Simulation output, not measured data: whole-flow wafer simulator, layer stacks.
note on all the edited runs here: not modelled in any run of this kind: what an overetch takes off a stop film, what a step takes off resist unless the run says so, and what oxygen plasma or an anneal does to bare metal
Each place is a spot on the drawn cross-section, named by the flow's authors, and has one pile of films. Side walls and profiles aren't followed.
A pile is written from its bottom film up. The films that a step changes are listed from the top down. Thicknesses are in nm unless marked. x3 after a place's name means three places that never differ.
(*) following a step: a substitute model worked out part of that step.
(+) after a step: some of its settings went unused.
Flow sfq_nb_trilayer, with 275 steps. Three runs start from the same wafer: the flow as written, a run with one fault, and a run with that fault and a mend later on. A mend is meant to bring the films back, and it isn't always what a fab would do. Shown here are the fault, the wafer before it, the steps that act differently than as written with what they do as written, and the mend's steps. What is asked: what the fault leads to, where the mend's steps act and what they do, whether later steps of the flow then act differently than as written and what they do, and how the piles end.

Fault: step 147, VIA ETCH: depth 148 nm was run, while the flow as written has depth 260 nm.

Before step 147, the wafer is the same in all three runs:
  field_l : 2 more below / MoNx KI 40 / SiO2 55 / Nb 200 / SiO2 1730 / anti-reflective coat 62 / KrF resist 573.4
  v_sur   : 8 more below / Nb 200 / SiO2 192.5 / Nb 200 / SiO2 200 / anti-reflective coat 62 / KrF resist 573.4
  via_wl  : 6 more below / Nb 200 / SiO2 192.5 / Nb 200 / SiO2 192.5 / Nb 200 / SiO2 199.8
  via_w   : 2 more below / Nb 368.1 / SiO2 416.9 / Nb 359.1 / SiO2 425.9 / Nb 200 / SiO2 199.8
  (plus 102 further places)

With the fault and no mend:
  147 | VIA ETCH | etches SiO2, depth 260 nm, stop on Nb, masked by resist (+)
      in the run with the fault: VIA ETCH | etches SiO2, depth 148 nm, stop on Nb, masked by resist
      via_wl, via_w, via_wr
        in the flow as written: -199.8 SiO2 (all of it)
        in the run with the fault: -148 SiO2
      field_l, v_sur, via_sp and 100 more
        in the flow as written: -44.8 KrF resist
        in the run with the fault: -25.5 KrF resist
  Steps later in the flow that act otherwise than as written (5 more steps, not shown, differ only slightly: by at most 2% or 0.5 nm, whichever is larger):
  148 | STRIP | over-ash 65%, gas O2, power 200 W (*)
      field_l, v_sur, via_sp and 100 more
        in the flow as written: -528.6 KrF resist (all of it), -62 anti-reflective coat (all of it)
        in the run with the fault: -547.9 KrF resist (all of it), -62 anti-reflective coat (all of it)
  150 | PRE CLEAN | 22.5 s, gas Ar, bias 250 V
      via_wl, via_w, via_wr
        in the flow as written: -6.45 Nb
        in the run with the fault: -7.5 SiO2
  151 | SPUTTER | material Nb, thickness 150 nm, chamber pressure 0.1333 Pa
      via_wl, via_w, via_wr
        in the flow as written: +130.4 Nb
        in the run with the fault: +136.3 Nb (new film)
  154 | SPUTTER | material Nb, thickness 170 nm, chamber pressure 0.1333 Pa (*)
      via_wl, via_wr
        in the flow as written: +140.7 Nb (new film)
        in the run with the fault: +149.5 Nb (new film)
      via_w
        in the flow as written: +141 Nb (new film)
        in the run with the fault: +149.9 Nb (new film)
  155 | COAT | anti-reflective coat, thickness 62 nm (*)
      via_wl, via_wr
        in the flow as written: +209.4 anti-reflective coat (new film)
        in the run with the fault: +162.4 anti-reflective coat (new film)
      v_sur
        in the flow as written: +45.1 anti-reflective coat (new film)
        in the run with the fault: +47.3 anti-reflective coat (new film)
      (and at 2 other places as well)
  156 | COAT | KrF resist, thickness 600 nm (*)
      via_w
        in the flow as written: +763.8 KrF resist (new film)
        in the run with the fault: +715.6 KrF resist (new film)
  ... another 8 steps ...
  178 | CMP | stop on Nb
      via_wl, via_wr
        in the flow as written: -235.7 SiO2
        in the run with the fault: -292.4 SiO2
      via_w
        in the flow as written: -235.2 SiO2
        in the run with the fault: -291.8 SiO2
  At via_wl, via_w, via_wr, the piles at the end differ from the flow's by more than 2% or 0.5 nm, whichever is larger.
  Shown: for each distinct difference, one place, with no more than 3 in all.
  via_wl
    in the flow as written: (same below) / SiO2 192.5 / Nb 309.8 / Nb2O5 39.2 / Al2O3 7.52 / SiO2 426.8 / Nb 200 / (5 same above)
    in the run with the fault: (same below) / SiO2 192.5 / Nb 200 / SiO2 44.3 / Nb 122.3 / Nb2O5 39 / Al2O3 7.61 / SiO2 370.1 / Nb 200 / (5 same above)
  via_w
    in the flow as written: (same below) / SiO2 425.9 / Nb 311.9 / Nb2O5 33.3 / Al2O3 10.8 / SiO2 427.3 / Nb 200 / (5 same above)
    in the run with the fault: (same below) / SiO2 425.9 / Nb 200 / SiO2 44.3 / Nb 124.7 / Nb2O5 32.3 / Al2O3 11.3 / SiO2 370.7 / Nb 200 / (5 same above)

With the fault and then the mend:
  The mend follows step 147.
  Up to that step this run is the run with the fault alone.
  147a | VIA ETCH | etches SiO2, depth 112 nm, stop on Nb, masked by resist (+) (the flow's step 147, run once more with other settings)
      field_l, v_sur, via_sp and 100 more
        -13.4 KrF resist
      via_wl, via_w, via_wr
        -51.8 SiO2 (all of it)
  Every later step of the flow that is run acts as written, at every place that is followed, to within 2% or 0.5 nm, whichever is larger.
  At every place that both follow, the piles at the end match the flow's.
